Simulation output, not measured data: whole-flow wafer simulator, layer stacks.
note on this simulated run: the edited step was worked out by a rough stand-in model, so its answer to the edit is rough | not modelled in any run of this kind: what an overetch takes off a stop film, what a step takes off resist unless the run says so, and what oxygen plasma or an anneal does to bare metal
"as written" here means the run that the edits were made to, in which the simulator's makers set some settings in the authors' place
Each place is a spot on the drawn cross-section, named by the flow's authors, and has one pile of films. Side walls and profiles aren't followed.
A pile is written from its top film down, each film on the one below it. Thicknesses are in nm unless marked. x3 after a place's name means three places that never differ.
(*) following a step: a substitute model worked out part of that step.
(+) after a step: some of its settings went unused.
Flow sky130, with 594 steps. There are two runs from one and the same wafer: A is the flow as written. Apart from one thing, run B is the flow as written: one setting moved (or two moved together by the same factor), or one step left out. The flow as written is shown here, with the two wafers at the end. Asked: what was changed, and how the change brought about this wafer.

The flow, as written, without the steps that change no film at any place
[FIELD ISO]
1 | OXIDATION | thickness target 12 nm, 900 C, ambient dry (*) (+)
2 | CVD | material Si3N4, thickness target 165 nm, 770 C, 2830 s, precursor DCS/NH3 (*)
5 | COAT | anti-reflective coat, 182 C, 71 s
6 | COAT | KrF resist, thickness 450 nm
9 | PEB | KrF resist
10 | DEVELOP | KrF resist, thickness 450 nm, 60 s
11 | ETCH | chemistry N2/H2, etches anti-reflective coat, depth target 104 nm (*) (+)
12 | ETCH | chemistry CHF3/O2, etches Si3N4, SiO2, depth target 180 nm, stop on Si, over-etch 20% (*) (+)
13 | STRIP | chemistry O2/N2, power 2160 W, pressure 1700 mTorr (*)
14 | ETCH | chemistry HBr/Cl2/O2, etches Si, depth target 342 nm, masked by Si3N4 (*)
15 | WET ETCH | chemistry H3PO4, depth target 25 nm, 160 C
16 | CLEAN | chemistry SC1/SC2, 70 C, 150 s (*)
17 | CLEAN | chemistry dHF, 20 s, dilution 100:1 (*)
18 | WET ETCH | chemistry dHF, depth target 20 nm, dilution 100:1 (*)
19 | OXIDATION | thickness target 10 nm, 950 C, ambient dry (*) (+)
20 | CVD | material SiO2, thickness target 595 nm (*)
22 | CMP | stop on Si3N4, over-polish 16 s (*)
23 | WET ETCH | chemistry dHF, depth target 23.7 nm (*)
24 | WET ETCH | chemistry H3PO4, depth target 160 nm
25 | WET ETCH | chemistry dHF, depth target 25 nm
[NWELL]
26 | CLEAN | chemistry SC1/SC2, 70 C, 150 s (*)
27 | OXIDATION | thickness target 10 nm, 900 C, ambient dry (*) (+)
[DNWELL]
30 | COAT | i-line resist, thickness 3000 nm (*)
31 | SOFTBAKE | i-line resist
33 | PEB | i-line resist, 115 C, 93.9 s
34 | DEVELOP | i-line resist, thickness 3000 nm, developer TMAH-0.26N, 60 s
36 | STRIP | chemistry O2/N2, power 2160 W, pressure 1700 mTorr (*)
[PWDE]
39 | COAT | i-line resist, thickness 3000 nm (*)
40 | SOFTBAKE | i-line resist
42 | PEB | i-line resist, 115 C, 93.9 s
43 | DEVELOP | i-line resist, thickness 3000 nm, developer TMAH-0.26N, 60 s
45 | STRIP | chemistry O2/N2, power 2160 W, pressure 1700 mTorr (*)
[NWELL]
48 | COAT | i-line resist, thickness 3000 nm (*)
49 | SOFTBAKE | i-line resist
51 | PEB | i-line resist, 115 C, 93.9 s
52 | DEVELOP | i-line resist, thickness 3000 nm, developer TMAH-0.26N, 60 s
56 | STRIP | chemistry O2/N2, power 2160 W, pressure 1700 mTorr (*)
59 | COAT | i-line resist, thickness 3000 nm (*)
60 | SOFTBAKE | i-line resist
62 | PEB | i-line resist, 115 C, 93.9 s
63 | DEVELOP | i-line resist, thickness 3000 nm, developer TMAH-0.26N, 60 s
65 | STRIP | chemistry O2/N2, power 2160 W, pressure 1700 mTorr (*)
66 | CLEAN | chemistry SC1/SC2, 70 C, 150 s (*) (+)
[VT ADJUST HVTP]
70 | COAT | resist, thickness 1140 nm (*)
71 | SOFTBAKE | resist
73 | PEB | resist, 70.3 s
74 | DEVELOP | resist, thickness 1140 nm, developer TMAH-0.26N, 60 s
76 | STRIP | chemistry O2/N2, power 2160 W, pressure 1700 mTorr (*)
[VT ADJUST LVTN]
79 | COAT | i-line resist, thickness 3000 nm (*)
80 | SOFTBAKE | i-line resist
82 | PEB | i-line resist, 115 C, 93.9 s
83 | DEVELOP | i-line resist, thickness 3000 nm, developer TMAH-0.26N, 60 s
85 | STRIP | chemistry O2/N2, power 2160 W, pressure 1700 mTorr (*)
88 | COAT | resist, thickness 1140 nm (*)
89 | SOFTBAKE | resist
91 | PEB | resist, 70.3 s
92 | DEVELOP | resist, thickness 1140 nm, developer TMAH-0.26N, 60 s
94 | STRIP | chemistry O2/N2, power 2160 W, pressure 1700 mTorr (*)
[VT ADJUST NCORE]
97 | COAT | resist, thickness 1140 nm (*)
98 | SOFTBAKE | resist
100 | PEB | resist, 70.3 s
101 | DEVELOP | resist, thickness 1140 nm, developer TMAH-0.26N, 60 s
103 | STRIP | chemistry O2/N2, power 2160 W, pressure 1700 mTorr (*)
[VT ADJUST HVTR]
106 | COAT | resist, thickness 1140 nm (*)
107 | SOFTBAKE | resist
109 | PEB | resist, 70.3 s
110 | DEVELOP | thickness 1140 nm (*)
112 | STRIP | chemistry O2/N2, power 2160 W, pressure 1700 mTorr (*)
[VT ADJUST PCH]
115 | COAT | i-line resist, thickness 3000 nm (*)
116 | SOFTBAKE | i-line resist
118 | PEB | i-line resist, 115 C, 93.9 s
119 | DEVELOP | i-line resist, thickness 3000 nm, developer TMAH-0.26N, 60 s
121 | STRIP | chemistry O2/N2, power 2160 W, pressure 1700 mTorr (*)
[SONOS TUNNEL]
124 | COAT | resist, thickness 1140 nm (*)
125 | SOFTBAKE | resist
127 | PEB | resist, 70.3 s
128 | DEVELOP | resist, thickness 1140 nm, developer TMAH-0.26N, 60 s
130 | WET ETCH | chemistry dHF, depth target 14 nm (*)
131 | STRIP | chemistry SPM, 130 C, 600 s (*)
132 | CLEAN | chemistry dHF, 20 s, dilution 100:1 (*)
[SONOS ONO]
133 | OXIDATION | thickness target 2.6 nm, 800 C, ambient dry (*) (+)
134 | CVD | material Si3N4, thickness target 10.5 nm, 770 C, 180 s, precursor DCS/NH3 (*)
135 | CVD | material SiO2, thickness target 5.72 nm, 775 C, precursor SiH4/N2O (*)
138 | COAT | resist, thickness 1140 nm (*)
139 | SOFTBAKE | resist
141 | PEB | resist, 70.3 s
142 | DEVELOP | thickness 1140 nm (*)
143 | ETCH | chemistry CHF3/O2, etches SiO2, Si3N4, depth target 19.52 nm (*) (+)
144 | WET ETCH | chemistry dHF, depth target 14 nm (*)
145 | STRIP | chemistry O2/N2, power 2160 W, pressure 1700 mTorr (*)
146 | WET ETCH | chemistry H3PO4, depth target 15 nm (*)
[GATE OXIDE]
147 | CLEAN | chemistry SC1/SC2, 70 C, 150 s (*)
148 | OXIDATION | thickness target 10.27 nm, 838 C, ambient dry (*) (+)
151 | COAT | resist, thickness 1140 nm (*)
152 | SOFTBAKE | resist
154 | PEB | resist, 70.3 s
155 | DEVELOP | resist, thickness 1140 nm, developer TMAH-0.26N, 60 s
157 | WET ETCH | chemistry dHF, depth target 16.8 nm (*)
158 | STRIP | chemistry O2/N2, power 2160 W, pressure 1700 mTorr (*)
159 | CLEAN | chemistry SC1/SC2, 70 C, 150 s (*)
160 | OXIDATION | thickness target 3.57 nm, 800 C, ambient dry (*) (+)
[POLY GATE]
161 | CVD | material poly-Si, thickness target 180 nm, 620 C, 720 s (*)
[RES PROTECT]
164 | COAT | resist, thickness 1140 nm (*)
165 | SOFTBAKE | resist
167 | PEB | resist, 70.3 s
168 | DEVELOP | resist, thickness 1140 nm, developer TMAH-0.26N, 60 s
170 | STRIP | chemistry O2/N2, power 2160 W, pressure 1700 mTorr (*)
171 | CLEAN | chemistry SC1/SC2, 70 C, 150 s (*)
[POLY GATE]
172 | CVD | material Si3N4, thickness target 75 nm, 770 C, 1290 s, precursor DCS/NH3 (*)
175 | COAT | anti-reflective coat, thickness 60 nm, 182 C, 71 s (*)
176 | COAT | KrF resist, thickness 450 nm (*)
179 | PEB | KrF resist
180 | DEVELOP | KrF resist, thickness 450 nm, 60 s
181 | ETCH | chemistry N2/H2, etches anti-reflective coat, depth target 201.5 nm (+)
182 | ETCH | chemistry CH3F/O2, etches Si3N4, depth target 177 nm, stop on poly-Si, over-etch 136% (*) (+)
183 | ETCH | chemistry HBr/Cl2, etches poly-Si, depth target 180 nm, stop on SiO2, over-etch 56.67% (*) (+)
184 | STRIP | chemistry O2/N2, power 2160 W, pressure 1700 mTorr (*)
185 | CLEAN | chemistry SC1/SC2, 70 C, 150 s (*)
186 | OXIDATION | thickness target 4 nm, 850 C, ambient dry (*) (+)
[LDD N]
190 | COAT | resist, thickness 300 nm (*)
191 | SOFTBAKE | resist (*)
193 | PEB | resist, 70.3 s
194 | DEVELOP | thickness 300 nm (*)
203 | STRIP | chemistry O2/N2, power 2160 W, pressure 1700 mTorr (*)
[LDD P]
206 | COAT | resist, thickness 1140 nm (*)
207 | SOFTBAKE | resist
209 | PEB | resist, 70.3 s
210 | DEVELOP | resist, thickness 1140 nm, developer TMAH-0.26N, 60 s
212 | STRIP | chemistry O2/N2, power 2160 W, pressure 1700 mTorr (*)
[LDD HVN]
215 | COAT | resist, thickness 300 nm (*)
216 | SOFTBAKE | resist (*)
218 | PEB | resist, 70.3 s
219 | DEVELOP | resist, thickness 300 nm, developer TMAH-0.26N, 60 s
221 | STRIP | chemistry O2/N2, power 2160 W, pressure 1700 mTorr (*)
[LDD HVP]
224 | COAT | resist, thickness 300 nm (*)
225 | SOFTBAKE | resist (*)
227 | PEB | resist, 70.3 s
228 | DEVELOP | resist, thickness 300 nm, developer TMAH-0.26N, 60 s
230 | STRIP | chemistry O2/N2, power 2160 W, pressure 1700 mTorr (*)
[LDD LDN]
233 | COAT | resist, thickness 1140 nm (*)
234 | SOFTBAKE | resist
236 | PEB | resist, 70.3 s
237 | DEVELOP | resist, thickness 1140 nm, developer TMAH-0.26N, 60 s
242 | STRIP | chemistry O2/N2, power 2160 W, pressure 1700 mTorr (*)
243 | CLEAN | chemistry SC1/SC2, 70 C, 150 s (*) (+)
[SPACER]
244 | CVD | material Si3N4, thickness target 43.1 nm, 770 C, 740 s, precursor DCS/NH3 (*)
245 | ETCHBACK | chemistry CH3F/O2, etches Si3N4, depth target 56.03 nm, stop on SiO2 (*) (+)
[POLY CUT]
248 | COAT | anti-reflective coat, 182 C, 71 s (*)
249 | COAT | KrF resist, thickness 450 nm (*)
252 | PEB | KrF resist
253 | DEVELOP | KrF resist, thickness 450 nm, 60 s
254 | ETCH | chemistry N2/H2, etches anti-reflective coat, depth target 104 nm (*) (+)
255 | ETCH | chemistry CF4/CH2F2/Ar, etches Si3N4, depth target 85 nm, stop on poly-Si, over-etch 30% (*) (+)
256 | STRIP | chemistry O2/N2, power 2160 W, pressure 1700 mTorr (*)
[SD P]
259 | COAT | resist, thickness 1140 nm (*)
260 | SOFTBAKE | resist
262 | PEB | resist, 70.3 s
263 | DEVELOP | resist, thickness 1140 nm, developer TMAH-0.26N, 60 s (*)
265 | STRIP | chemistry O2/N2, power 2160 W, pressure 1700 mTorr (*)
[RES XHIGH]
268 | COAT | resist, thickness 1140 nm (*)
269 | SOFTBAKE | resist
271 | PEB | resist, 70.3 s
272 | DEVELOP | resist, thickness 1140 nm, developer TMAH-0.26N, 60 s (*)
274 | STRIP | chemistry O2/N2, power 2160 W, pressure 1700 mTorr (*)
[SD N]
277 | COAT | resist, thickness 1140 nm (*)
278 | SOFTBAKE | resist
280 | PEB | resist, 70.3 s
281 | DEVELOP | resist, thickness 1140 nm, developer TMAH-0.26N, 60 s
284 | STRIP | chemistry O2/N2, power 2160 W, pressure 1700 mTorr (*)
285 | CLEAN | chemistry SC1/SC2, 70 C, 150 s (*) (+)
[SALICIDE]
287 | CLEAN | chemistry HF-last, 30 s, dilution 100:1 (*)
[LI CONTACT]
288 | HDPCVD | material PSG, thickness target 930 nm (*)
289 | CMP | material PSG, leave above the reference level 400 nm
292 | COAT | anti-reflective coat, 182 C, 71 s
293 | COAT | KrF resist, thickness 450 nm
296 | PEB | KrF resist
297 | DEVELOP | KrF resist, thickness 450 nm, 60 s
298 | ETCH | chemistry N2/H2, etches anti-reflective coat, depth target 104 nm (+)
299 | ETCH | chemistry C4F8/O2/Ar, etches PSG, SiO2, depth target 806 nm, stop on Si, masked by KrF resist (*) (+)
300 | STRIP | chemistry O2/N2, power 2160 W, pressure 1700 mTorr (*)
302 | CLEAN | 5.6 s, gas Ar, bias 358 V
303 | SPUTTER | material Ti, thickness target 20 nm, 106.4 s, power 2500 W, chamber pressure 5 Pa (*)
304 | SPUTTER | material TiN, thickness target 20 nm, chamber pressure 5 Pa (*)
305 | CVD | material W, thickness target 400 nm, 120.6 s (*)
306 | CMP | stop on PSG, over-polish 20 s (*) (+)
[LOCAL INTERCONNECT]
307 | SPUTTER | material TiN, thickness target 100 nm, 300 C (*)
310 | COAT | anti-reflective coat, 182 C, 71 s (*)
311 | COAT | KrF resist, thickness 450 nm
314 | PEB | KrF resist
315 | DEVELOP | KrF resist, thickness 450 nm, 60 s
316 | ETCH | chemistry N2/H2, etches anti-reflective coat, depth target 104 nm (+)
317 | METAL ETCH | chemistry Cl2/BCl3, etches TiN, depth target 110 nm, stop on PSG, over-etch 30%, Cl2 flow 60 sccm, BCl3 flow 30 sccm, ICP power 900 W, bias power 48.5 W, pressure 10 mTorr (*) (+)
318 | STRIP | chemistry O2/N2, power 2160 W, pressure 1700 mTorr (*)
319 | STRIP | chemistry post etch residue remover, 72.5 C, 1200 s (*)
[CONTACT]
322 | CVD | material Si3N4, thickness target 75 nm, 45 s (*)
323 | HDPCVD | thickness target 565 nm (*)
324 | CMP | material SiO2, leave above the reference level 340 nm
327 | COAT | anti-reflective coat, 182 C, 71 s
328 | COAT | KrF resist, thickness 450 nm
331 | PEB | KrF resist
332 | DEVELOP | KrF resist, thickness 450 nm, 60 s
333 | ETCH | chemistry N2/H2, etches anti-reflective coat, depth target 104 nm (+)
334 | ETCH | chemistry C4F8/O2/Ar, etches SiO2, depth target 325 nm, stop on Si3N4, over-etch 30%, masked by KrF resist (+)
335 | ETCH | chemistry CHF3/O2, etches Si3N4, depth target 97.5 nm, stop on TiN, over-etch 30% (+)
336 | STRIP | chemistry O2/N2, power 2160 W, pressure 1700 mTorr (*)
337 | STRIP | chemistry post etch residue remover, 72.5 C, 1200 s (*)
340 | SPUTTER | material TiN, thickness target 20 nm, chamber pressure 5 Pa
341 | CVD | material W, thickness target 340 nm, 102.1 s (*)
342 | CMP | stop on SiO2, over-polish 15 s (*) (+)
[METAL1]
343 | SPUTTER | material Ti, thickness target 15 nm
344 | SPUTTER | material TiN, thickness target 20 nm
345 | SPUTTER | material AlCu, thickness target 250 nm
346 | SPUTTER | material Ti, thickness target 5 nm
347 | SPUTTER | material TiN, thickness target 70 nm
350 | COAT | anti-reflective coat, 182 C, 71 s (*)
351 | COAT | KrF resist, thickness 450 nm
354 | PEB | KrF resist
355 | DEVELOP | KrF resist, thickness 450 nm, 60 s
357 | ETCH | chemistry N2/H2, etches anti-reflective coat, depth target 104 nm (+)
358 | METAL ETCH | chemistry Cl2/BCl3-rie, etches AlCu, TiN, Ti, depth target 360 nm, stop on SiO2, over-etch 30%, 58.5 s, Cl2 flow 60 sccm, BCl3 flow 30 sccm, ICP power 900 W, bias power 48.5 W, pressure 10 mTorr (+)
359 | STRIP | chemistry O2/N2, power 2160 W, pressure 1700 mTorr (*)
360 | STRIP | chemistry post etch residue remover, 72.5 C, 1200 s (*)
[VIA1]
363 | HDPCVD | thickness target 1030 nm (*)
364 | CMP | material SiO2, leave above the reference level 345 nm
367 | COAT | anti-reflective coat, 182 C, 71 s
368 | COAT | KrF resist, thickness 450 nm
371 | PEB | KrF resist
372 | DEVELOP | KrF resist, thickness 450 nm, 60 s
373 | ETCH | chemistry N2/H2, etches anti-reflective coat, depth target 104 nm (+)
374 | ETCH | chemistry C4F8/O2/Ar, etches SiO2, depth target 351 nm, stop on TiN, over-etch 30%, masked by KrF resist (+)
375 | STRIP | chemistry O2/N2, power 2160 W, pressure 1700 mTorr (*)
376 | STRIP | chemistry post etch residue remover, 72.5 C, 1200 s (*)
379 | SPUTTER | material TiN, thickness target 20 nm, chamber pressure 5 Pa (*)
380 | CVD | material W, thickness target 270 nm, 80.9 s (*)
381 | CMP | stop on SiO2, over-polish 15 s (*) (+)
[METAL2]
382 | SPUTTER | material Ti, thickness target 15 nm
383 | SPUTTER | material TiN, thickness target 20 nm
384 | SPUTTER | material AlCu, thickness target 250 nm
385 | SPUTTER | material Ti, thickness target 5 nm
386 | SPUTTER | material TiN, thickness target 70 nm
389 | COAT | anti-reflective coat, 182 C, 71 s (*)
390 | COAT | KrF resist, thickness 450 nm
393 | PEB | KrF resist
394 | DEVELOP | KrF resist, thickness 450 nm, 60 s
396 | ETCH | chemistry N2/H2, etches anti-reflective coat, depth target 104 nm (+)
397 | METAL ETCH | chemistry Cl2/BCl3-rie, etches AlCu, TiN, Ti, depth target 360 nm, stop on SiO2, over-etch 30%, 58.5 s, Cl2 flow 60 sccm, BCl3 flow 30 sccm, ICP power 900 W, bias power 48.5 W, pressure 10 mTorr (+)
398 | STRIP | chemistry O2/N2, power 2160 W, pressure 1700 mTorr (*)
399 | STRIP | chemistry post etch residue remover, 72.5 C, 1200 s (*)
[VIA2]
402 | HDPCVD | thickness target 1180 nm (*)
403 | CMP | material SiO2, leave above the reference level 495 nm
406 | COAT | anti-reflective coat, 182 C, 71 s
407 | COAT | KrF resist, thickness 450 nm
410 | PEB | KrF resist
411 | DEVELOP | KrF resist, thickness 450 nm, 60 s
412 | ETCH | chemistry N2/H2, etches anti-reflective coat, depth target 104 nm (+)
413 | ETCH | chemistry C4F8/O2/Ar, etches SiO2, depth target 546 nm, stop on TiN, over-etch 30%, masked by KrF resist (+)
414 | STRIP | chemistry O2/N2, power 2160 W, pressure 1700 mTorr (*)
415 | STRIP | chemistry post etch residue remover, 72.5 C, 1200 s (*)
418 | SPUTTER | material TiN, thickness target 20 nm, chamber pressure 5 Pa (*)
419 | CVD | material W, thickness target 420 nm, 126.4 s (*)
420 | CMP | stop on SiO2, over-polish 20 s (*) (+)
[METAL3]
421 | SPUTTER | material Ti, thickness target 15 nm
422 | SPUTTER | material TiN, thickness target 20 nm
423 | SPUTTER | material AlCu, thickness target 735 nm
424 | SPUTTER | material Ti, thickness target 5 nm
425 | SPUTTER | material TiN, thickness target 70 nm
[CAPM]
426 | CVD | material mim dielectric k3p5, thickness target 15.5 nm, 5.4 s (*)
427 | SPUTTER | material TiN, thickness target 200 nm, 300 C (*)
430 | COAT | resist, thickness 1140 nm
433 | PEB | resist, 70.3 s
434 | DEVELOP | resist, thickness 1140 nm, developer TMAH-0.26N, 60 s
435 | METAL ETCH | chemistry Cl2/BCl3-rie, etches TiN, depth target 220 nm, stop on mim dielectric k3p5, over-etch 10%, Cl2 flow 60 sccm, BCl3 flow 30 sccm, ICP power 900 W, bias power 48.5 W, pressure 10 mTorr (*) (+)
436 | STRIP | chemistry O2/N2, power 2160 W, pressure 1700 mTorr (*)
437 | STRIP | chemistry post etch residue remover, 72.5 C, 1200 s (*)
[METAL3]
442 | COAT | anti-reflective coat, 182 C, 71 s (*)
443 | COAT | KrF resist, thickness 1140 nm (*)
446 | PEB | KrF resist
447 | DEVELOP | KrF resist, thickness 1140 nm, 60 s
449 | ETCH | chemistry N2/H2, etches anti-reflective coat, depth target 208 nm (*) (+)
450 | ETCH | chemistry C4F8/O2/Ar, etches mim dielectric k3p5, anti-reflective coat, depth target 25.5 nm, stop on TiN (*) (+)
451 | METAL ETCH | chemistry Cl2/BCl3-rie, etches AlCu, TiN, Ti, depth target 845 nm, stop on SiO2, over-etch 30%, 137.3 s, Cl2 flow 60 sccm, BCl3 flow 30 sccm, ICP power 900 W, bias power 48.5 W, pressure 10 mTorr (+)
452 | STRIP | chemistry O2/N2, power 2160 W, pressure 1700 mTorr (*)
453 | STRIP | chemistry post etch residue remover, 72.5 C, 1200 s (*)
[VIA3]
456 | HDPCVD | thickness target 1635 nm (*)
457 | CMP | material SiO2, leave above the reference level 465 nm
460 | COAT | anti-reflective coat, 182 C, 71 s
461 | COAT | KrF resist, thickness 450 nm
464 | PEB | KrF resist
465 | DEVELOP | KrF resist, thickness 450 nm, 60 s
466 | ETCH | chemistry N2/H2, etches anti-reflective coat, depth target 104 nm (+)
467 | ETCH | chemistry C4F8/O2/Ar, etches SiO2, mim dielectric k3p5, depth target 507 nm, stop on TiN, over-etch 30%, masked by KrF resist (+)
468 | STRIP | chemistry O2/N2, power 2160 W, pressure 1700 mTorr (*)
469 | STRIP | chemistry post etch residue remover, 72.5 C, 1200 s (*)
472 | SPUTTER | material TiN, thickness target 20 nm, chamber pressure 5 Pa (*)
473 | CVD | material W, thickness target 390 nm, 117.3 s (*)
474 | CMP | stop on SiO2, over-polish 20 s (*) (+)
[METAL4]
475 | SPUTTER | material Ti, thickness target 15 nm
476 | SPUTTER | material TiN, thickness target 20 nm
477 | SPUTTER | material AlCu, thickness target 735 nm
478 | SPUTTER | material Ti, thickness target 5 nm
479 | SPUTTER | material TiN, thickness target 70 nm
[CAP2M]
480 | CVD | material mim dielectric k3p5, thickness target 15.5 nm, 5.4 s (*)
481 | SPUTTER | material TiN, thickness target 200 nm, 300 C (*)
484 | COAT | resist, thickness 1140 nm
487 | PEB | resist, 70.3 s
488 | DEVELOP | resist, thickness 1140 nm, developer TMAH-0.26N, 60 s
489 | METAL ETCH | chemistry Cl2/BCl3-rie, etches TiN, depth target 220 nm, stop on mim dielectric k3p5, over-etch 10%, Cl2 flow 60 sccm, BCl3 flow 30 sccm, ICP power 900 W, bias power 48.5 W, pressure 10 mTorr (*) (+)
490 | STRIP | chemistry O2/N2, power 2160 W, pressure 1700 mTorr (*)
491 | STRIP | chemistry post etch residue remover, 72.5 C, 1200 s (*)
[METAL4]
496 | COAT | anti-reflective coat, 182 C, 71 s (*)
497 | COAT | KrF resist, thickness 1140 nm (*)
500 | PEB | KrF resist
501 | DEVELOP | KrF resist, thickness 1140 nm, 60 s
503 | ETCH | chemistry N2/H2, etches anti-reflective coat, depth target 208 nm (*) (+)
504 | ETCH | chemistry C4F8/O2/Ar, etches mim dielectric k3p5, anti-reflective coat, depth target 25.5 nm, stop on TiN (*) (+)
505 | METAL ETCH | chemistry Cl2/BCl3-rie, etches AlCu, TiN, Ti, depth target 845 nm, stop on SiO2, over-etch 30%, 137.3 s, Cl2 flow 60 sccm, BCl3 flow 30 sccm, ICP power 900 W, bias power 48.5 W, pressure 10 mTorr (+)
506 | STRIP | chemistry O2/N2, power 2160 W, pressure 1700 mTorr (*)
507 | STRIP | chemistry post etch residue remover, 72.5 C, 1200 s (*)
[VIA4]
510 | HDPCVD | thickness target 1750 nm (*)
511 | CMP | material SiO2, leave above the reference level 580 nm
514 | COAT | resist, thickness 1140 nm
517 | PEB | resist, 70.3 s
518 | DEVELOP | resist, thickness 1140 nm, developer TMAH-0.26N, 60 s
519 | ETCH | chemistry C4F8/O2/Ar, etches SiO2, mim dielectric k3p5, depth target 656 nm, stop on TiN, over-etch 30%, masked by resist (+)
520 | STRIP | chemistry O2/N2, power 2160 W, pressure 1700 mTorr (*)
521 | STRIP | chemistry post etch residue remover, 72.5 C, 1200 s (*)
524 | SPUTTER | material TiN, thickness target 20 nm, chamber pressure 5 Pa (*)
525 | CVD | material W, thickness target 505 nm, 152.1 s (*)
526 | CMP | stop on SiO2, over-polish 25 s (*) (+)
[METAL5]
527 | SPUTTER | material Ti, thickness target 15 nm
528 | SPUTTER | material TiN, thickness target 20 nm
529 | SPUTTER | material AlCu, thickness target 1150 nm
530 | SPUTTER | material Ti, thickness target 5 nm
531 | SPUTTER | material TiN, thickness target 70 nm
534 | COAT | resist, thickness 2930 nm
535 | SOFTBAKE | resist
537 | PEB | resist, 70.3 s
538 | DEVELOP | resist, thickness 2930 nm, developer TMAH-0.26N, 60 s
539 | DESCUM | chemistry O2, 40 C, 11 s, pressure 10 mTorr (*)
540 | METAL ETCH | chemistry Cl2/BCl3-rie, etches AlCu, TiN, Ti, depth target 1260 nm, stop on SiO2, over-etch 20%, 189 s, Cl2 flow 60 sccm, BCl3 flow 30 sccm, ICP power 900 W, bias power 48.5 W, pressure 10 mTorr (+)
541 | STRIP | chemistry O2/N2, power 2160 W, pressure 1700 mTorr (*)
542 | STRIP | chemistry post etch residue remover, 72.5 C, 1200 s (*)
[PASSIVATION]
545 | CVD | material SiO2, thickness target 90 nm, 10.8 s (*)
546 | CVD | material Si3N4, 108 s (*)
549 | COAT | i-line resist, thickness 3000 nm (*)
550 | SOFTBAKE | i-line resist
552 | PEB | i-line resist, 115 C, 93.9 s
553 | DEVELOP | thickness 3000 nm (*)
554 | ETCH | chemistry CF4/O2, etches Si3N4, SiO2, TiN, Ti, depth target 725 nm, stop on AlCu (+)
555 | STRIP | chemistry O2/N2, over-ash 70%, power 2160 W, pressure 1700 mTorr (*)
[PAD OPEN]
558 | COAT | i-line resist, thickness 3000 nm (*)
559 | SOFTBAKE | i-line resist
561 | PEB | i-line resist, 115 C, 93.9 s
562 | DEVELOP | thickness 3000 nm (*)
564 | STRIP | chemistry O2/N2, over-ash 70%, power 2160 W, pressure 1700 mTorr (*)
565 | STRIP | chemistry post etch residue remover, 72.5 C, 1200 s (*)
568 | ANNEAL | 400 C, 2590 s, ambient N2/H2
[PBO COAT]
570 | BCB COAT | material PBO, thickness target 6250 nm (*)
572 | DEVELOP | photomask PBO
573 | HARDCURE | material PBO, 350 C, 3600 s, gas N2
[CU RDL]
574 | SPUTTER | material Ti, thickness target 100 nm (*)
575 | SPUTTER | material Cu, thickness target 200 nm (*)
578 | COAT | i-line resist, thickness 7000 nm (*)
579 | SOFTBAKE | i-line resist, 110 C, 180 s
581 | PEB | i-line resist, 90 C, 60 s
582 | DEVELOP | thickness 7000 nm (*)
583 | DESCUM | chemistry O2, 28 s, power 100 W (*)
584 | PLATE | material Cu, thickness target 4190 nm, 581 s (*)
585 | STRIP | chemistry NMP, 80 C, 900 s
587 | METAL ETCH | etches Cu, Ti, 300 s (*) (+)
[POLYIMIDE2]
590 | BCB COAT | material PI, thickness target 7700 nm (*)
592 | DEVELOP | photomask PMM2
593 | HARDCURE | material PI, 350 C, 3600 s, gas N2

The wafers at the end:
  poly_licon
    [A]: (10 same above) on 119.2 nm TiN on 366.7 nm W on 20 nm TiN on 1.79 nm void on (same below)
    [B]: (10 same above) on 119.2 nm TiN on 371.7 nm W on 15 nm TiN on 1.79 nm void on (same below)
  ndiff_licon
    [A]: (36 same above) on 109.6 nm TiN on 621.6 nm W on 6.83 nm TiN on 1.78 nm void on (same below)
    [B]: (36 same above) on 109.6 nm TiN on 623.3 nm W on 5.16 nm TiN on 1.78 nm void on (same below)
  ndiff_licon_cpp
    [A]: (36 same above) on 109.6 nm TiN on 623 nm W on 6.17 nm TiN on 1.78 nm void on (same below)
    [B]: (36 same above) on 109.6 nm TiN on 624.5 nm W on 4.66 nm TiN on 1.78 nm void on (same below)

The reason: step 304, SPUTTER: thickness target 15 nm was run, though the flow has thickness target 20 nm.
The wafer itself shows it: poly_licon has TiN 15, and step 304 as written asks for 20 nm.

Step by step, how the change led to this:
  304 | SPUTTER | material TiN, thickness target 20 nm, chamber pressure 5 Pa (*)
      field, active, n_well and 185 more: A TiN gains 20 (new film) | B TiN gains 15 (new film)
      ndiff_licon: A TiN gains 6.83 (new film) | B TiN gains 5.16 (new film)
      (also at 2 further places)
  306 | CMP | stop on PSG, over-polish 20 s (*) (+)
      field, active, n_well and 184 more: A W loses 400 (all of it), TiN loses 20 (all of it), Ti loses 20 (all of it), PSG loses 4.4 | B W loses 400 (all of it), TiN loses 15 (all of it), Ti loses 20 (all of it), PSG loses 4.4
      poly_licon: A W loses 33.3 | B W loses 28.3
